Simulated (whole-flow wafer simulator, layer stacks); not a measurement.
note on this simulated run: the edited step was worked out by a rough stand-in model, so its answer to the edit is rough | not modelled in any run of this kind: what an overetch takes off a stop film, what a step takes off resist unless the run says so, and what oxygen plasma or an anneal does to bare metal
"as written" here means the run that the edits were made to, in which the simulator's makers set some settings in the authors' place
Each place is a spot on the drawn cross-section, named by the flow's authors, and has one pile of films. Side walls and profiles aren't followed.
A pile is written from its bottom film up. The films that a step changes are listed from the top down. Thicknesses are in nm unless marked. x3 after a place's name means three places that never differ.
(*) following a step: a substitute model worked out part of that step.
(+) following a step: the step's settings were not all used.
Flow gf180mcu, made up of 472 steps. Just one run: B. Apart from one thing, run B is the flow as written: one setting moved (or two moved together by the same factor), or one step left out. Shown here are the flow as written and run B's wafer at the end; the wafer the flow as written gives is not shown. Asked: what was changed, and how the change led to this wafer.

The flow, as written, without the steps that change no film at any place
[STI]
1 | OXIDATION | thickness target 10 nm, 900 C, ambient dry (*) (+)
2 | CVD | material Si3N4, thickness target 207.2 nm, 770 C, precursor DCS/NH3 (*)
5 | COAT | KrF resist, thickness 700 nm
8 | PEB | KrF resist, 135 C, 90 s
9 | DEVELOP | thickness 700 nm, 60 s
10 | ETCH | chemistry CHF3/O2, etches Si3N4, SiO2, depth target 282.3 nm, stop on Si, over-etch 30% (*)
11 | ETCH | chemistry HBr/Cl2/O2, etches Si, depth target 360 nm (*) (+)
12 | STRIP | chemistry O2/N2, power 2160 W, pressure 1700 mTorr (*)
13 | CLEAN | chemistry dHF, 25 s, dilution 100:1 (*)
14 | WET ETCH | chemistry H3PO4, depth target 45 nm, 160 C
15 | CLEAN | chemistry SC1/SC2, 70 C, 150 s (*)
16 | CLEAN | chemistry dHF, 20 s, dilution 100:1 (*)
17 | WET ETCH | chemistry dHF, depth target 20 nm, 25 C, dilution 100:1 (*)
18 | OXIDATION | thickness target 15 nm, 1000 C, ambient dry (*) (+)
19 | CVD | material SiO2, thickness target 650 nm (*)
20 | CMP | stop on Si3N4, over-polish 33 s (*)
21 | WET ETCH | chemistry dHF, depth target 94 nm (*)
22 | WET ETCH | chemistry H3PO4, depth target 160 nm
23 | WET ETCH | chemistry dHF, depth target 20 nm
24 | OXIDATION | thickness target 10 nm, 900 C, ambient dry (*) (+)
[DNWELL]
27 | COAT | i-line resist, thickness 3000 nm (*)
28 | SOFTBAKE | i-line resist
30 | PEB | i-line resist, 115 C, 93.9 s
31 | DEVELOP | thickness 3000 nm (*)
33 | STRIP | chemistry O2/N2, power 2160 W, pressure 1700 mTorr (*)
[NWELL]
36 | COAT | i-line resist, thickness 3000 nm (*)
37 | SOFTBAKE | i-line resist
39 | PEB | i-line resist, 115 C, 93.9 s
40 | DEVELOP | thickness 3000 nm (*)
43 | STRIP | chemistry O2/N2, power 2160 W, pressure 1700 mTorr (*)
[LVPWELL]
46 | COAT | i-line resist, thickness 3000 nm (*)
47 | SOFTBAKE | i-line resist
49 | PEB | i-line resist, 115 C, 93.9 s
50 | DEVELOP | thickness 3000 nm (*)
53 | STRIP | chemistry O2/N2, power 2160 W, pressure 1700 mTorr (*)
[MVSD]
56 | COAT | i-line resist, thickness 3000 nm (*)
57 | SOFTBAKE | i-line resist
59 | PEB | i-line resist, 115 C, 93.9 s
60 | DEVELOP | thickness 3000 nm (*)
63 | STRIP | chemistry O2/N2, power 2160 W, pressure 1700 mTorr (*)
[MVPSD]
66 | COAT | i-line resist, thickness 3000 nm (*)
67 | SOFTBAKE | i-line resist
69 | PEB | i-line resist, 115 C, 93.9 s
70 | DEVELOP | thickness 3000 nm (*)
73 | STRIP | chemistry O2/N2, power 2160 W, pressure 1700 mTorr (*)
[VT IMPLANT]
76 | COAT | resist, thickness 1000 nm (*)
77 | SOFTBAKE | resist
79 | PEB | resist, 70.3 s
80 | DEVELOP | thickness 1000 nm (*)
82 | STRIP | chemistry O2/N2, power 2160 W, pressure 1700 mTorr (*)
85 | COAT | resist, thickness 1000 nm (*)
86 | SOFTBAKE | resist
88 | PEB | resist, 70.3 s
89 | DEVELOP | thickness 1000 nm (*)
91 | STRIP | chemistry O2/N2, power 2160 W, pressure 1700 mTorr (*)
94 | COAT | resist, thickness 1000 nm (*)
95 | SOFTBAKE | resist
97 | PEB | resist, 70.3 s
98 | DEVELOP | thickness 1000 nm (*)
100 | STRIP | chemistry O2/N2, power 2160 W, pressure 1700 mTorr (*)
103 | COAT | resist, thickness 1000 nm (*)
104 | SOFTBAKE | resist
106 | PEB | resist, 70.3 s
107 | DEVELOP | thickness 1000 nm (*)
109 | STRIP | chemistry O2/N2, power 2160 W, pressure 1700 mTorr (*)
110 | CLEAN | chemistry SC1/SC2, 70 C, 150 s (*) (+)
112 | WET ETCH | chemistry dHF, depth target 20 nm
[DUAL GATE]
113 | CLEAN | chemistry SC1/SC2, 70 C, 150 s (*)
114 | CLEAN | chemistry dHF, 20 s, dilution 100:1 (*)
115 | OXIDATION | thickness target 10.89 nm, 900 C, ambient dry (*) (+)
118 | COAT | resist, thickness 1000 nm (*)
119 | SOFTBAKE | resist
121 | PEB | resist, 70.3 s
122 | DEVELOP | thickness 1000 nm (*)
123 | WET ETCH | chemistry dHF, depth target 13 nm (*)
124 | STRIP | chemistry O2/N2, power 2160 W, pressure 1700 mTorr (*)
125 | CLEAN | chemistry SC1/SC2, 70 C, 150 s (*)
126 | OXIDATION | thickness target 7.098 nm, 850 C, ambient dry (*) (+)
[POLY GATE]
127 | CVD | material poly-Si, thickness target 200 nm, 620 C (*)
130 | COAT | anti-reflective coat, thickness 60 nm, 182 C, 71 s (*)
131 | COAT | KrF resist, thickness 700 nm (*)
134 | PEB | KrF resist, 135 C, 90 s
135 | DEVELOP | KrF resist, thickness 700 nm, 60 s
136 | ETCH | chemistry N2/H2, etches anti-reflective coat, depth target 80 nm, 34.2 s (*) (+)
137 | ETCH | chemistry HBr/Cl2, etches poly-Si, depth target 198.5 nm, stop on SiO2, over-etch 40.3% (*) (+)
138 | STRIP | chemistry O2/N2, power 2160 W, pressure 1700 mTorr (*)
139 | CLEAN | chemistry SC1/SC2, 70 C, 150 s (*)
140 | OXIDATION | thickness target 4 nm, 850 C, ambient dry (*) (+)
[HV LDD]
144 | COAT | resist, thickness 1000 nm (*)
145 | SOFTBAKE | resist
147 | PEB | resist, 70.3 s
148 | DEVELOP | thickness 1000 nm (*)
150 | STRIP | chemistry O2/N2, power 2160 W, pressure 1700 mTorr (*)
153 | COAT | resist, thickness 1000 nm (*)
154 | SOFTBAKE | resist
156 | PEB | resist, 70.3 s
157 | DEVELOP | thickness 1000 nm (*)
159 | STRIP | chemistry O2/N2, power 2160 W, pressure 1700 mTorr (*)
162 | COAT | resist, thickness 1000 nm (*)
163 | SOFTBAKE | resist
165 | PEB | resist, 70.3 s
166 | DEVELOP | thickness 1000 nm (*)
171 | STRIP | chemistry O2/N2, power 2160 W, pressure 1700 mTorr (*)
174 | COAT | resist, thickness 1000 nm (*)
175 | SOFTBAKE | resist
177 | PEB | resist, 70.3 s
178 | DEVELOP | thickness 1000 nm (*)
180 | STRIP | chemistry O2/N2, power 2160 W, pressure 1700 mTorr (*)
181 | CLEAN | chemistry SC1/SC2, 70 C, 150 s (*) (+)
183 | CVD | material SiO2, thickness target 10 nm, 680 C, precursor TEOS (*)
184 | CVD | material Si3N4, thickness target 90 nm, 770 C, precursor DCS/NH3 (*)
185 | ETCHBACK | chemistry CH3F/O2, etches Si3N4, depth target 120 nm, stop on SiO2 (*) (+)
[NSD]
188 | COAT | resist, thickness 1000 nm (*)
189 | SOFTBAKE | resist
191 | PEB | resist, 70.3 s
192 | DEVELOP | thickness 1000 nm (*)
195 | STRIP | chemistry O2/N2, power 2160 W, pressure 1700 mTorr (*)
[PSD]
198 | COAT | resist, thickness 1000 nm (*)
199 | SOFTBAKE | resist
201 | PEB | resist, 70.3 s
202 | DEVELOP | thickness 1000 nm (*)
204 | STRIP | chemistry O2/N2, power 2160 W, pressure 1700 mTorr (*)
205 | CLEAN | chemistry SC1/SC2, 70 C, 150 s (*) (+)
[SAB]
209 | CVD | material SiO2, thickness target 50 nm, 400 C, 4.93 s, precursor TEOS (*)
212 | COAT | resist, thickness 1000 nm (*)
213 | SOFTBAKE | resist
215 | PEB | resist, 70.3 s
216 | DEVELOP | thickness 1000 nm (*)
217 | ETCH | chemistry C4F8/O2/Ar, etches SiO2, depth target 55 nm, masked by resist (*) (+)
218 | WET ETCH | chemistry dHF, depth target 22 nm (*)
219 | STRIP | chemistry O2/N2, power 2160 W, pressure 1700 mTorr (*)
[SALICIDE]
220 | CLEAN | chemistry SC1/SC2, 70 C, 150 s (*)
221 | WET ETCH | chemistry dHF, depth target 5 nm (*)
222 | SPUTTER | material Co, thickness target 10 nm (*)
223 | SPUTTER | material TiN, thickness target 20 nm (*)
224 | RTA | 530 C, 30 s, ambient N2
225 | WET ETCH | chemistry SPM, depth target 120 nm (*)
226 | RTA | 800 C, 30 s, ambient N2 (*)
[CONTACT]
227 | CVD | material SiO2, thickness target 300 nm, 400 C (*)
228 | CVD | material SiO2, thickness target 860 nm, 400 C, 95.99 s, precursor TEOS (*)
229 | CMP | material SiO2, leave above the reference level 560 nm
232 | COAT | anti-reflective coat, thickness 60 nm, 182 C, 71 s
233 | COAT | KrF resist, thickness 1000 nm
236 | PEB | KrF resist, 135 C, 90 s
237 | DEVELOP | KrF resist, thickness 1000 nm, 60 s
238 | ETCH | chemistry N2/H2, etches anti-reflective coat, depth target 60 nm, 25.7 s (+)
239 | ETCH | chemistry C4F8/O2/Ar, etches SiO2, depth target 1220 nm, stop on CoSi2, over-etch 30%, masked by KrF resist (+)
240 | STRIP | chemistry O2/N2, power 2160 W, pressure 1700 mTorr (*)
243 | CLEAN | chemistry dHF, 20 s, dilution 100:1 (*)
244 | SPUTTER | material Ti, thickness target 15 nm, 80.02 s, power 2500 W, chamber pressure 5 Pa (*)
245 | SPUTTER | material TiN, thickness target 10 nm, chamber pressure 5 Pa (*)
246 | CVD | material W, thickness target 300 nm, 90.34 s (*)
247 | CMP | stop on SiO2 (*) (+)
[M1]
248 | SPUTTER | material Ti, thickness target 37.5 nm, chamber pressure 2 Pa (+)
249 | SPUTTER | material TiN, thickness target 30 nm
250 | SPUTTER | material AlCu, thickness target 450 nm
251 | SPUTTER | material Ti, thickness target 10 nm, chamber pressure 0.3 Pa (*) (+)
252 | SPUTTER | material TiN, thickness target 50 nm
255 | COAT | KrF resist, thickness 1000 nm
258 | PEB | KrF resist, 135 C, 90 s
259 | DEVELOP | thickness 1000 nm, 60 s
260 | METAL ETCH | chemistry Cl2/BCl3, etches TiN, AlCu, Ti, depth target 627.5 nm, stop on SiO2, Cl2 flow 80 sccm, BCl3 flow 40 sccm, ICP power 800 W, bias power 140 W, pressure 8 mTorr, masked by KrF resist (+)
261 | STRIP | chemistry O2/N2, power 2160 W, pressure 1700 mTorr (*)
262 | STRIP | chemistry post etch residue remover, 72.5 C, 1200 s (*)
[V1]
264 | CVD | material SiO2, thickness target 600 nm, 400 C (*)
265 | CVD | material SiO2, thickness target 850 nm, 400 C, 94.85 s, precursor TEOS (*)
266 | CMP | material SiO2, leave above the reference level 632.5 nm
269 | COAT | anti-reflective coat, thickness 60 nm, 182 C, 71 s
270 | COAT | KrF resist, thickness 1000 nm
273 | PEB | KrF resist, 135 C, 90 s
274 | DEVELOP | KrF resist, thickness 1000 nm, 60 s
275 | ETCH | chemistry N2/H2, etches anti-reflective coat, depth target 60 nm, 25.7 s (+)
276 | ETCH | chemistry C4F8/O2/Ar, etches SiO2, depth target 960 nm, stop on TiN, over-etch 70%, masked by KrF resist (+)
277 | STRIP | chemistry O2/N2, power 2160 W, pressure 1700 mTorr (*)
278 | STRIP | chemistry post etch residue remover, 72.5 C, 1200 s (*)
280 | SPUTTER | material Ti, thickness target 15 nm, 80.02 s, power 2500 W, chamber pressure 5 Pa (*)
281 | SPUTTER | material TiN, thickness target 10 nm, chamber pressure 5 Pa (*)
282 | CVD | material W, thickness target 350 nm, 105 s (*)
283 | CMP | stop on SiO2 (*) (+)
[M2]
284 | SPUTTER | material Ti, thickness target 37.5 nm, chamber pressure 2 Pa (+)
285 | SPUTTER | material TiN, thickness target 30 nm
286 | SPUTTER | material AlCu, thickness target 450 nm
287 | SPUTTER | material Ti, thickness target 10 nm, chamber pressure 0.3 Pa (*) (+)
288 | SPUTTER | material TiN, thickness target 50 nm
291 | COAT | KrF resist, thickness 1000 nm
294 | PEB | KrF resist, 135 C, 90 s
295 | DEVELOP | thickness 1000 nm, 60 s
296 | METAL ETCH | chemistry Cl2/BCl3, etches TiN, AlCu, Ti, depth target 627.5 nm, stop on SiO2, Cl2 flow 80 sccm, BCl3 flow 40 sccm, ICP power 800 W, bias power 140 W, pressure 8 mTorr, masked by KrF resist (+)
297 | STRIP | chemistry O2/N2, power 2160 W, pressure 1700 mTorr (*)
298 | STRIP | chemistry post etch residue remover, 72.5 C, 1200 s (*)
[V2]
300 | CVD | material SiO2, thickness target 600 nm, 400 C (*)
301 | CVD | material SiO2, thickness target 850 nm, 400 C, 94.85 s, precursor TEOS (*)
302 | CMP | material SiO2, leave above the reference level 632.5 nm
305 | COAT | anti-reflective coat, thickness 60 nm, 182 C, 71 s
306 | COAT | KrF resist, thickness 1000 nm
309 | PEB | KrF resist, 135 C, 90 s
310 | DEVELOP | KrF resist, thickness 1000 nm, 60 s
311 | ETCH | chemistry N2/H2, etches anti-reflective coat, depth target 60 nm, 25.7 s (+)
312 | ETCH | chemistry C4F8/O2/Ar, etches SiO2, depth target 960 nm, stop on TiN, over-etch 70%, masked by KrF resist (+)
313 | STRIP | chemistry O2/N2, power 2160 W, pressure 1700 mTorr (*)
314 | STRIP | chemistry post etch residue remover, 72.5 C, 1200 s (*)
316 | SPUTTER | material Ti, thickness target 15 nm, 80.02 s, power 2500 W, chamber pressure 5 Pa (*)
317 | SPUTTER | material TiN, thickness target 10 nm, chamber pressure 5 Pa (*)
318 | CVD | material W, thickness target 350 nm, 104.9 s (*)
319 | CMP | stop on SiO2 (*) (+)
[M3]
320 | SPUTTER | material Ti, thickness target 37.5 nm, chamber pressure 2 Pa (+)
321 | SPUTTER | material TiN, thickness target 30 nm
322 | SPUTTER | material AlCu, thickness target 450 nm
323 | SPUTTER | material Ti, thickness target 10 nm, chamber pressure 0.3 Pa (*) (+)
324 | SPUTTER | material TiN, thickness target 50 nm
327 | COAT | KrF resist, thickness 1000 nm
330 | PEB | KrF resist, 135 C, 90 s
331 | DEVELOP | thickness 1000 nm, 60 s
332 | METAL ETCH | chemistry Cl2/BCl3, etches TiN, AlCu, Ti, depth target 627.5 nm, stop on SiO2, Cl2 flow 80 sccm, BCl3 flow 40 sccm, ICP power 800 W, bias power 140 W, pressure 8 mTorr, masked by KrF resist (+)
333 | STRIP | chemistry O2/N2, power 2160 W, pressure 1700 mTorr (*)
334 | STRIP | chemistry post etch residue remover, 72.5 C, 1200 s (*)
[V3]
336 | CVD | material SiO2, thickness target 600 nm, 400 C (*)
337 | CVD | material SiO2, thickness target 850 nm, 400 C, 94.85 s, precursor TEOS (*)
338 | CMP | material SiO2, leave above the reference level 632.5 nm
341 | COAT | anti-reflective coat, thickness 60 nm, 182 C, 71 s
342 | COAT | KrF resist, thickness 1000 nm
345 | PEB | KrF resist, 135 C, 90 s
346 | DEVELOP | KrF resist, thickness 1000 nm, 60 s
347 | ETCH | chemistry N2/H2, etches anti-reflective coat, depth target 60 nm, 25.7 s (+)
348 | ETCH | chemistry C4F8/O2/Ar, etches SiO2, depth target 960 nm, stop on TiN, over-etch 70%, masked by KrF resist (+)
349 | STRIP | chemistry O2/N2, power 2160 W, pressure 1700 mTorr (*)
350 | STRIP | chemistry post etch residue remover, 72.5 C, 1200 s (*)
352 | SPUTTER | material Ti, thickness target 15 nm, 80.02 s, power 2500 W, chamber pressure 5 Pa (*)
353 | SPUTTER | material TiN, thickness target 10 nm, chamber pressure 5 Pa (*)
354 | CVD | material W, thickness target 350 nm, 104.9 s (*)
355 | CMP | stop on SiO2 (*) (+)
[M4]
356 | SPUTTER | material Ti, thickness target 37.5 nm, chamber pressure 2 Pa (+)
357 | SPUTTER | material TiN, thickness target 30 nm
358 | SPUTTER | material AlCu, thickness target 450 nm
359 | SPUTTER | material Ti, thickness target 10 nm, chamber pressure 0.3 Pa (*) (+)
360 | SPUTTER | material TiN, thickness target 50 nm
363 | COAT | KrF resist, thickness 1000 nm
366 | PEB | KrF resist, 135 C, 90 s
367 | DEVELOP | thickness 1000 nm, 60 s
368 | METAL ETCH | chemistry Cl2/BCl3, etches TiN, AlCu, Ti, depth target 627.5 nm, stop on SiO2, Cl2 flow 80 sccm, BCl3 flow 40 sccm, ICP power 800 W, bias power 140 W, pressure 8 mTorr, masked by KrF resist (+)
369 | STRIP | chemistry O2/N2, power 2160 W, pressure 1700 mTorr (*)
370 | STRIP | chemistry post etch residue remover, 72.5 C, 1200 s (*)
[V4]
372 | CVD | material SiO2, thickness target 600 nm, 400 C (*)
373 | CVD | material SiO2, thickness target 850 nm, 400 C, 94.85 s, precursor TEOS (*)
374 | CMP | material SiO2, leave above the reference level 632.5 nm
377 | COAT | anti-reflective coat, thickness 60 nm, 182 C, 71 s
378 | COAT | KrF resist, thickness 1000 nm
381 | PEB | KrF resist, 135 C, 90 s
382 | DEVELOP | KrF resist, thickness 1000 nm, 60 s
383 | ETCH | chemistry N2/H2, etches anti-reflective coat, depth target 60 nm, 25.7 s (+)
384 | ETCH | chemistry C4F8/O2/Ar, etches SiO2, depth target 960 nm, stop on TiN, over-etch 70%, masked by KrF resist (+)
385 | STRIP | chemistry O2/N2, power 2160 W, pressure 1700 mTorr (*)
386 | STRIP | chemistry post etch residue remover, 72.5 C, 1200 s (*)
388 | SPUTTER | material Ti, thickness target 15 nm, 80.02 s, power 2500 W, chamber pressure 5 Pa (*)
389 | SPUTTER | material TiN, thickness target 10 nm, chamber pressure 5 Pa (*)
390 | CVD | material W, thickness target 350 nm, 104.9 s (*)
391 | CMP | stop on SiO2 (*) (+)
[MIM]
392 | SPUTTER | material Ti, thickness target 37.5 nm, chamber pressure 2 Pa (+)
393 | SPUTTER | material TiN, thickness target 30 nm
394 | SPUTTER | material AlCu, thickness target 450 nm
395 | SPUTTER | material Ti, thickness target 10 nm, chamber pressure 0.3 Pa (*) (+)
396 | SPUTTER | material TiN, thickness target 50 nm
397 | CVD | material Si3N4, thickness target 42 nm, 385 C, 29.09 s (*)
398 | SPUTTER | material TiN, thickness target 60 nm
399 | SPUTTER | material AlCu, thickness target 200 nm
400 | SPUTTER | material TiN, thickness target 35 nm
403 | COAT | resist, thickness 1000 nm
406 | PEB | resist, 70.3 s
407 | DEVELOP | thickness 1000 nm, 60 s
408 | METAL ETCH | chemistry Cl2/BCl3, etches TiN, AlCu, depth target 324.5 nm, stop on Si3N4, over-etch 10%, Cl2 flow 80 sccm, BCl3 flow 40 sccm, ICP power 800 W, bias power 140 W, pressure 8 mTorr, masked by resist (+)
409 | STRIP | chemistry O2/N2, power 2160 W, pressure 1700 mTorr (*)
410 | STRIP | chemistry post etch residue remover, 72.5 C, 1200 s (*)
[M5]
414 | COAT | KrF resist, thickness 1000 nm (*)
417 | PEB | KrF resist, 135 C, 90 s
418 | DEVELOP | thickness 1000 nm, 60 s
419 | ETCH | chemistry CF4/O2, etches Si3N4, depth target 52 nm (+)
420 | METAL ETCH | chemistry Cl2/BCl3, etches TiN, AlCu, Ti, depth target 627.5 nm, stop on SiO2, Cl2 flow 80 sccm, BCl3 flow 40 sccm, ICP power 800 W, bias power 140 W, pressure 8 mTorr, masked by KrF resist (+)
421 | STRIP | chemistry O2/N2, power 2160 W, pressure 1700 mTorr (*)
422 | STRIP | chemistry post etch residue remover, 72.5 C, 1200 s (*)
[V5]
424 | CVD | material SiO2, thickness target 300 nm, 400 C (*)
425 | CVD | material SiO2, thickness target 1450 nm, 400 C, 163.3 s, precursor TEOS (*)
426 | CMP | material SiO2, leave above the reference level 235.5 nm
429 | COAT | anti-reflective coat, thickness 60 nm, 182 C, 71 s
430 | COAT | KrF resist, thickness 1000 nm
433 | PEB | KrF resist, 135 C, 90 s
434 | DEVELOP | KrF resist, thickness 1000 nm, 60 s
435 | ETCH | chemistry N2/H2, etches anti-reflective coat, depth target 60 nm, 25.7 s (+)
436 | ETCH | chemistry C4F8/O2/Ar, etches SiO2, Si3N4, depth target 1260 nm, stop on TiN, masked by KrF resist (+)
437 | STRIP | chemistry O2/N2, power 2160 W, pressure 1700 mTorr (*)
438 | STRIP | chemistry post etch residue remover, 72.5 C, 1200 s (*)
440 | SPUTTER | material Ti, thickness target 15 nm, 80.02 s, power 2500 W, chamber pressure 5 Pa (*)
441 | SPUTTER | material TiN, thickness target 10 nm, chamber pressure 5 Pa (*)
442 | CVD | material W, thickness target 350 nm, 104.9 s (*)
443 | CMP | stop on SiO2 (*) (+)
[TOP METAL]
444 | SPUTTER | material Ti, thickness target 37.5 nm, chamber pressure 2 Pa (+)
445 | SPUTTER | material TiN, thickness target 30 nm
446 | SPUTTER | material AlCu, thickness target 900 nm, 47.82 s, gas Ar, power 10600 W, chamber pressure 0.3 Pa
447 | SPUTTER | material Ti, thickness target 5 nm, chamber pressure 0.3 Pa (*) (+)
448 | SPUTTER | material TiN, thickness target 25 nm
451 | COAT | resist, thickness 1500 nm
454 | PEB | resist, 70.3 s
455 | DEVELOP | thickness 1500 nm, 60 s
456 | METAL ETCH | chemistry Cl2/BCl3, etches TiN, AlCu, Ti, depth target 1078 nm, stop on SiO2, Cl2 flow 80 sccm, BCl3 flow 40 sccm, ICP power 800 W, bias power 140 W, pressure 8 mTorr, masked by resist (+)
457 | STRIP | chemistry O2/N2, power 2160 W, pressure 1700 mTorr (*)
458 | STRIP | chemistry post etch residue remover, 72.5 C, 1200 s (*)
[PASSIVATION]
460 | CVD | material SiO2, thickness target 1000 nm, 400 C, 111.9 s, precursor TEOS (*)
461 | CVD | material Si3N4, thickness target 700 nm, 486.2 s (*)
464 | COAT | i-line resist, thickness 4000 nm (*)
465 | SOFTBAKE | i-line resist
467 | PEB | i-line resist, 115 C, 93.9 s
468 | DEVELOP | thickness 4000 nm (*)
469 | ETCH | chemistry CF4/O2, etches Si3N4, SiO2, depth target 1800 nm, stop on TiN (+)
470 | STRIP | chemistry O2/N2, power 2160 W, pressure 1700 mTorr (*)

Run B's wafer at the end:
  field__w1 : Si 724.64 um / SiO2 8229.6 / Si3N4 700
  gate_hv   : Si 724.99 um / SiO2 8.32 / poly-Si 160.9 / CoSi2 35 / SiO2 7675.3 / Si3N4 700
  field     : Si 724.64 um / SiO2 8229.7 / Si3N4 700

The reason: step 115, OXIDATION: 810 C was run, whereas the flow has 900 C.

Step by step, how the change led to this:
  115 | OXIDATION | thickness target 10.89 nm, 900 C, ambient dry (*) (+)
      active, n_well, p_well and 40 more: +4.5 SiO2 (new film), -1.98 Si (in the flow as written it would be: +10.9 SiO2 (new film), -4.79 Si)
      sti, mim_1p0, pad and 21 more: +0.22 SiO2, -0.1 Si (in the flow as written it would be: +1.22 SiO2, -0.54 Si)
      (as well as at 25 more places)
  123 | WET ETCH | chemistry dHF, depth target 13 nm (*)
      active, n_well, p_well and 12 more: -4.5 SiO2 (all of it) (in the flow as written it would be: -10.9 SiO2 (all of it))
  130 | COAT | anti-reflective coat, thickness 60 nm, 182 C, 71 s (*)
      p_well, spacer, sd_n: +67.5 anti-reflective coat (new film) (in the flow as written it would be: +70.9 anti-reflective coat (new film))
      ldn_fp, ldp_fp: +47 anti-reflective coat (new film) (in the flow as written it would be: +48.5 anti-reflective coat (new film))
      (as well as at 27 more places)
  136 | ETCH | chemistry N2/H2, etches anti-reflective coat, depth target 80 nm, 34.2 s (*) (+)
      p_well, spacer, sd_n: -67.5 anti-reflective coat (all of it), -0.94 poly-Si (in the flow as written it would be: -70.9 anti-reflective coat (all of it), -0.85 poly-Si)
      ldn_dft, ldp_dft: -47.3 anti-reflective coat (all of it), -1.45 poly-Si (in the flow as written it would be: -48.7 anti-reflective coat (all of it), -1.42 poly-Si)
      (as well as at 20 more places)
  138 | STRIP | chemistry O2/N2, power 2160 W, pressure 1700 mTorr (*)
      gate: +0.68 chemical SiO2 (new film), -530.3 KrF resist (all of it), -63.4 anti-reflective coat (all of it), -0.3 poly-Si (in the flow as written it would be: +0.68 chemical SiO2 (new film), -531.7 KrF resist (all of it), -65.5 anti-reflective coat (all of it), -0.3 poly-Si)
      gate_p: +0.68 chemical SiO2 (new film), -529.4 KrF resist (all of it), -64.2 anti-reflective coat (all of it), -0.3 poly-Si (in the flow as written it would be: +0.68 chemical SiO2 (new film), -530.6 KrF resist (all of it), -65.9 anti-reflective coat (all of it), -0.3 poly-Si)
      (as well as at 5 more places)
  145 | SOFTBAKE | resist
      active_nat: +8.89 resist (in the flow as written it would be: +4.68 resist)
  154 | SOFTBAKE | resist
      active_nat: +8.89 resist (in the flow as written it would be: +4.68 resist)
  163 | SOFTBAKE | resist
      active_nat: +8.89 resist (in the flow as written it would be: +4.68 resist)
  175 | SOFTBAKE | resist
      active_nat: +8.89 resist (in the flow as written it would be: +4.68 resist)
  189 | SOFTBAKE | resist
      active_hv: -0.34 resist (in the flow as written it would be: +2.68 resist)
  199 | SOFTBAKE | resist
      active_hv: -0.34 resist (in the flow as written it would be: +2.68 resist)
  218 | WET ETCH | chemistry dHF, depth target 22 nm (*)
      ldn_tap, ldn_src, ldn_drn, ldp_tap, ldp_src, ldp_drn, ldp_gr: -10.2 SiO2 (all of it) (in the flow as written it would be: -16 SiO2 (all of it))
      ld_drn_n, ld_sd_p: -8.98 SiO2 (all of it) (in the flow as written it would be: -14.8 SiO2 (all of it))
      (as well as at 5 more places)
  223 | SPUTTER | material TiN, thickness target 20 nm (*)
      field__w12: +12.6 TiN (new film) (in the flow as written it would be: +12 TiN (new film))
      ld_sd_n: +16.1 TiN (new film) (in the flow as written it would be: +15.5 TiN (new film))
  225 | WET ETCH | chemistry SPM, depth target 120 nm (*)
      field__w12: -12.6 TiN (all of it), -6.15 Co (all of it) (in the flow as written it would be: -12 TiN (all of it), -6.15 Co (all of it))
      ld_sd_n: -16.1 TiN (all of it) (in the flow as written it would be: -15.5 TiN (all of it))
